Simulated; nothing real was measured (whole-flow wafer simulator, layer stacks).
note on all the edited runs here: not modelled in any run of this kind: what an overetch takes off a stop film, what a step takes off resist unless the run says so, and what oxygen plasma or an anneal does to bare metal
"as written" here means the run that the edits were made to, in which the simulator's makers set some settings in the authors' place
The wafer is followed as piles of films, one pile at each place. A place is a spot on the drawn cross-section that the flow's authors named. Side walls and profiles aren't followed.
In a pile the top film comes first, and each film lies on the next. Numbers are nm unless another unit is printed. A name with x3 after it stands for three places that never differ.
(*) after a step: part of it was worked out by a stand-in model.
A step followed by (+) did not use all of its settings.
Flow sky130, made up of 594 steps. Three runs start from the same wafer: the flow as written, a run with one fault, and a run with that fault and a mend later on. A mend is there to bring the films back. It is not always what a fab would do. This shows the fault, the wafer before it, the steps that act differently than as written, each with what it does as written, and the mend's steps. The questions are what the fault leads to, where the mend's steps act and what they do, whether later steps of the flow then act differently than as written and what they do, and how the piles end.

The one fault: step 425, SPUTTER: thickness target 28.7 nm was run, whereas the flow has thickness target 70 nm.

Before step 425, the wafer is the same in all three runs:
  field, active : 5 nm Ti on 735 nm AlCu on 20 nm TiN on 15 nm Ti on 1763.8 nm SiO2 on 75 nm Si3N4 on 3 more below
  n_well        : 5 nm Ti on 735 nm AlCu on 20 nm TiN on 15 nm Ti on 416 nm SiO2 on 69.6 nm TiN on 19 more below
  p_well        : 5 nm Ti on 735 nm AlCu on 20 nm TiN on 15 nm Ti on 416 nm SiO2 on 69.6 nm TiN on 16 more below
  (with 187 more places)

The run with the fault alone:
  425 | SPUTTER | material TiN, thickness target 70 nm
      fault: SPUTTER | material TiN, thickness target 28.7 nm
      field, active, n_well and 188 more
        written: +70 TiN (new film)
        fault: +28.7 TiN (new film)
  Steps further on in the flow that do not act as written (17 more steps, not shown, differ only slightly: by at most 2% or 0.5 nm, whichever is larger):
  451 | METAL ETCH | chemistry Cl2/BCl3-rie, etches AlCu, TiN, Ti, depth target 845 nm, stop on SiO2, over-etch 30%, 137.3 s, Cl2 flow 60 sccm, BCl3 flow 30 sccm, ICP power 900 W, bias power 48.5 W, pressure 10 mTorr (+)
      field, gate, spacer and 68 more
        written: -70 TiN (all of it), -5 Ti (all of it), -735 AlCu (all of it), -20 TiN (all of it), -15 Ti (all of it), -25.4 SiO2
        fault: -28.7 TiN (all of it), -5 Ti (all of it), -735 AlCu (all of it), -20 TiN (all of it), -15 Ti (all of it), -29.5 SiO2
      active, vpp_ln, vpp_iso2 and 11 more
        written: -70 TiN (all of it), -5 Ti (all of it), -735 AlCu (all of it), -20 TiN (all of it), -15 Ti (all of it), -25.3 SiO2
        fault: -28.7 TiN (all of it), -5 Ti (all of it), -735 AlCu (all of it), -20 TiN (all of it), -15 Ti (all of it), -29.5 SiO2
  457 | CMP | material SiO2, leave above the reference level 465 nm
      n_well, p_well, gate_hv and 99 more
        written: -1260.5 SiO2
        fault: -1219.2 SiO2
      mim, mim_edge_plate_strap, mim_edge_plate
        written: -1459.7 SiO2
        fault: -1418.4 SiO2
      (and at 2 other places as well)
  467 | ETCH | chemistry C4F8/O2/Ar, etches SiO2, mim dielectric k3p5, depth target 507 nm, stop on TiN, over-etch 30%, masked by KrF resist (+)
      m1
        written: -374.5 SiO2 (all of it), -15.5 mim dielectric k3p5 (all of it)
        fault: -415.8 SiO2 (all of it), -15.5 mim dielectric k3p5 (all of it)
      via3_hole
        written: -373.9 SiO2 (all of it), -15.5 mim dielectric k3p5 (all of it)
        fault: -415.2 SiO2 (all of it), -15.5 mim dielectric k3p5 (all of it)
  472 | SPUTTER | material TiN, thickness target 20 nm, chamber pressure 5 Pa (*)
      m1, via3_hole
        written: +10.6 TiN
        fault: +10 TiN
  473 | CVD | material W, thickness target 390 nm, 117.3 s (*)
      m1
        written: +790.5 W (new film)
        fault: +832.3 W (new film)
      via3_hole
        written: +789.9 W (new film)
        fault: +831.7 W (new film)
  By the end, the piles at n_well, p_well, gate_hv and 104 more depart from the flow's by more than 2% or 0.5 nm, whichever is larger.
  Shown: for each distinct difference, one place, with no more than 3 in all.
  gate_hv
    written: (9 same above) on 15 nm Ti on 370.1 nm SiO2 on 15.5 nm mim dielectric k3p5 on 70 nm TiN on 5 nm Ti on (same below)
    fault: (9 same above) on 15 nm Ti on 411.4 nm SiO2 on 15.5 nm mim dielectric k3p5 on 28.7 nm TiN on 5 nm Ti on (same below)
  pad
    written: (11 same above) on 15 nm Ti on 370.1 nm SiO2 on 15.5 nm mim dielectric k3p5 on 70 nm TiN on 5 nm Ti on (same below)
    fault: (11 same above) on 15 nm Ti on 411.4 nm SiO2 on 15.5 nm mim dielectric k3p5 on 28.7 nm TiN on 5 nm Ti on (same below)
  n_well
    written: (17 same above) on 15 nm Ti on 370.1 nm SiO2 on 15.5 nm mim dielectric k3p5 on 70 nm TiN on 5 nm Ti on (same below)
    fault: (17 same above) on 15 nm Ti on 411.4 nm SiO2 on 15.5 nm mim dielectric k3p5 on 28.7 nm TiN on 5 nm Ti on (same below)

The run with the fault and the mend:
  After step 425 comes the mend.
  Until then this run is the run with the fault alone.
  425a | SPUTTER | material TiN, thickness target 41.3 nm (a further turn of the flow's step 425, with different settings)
      field, active, n_well and 188 more
        +41.3 TiN
  None of the later steps of the flow acts differently than as written at any place that is followed.
  At every place that both follow, the piles at the end match the flow's.
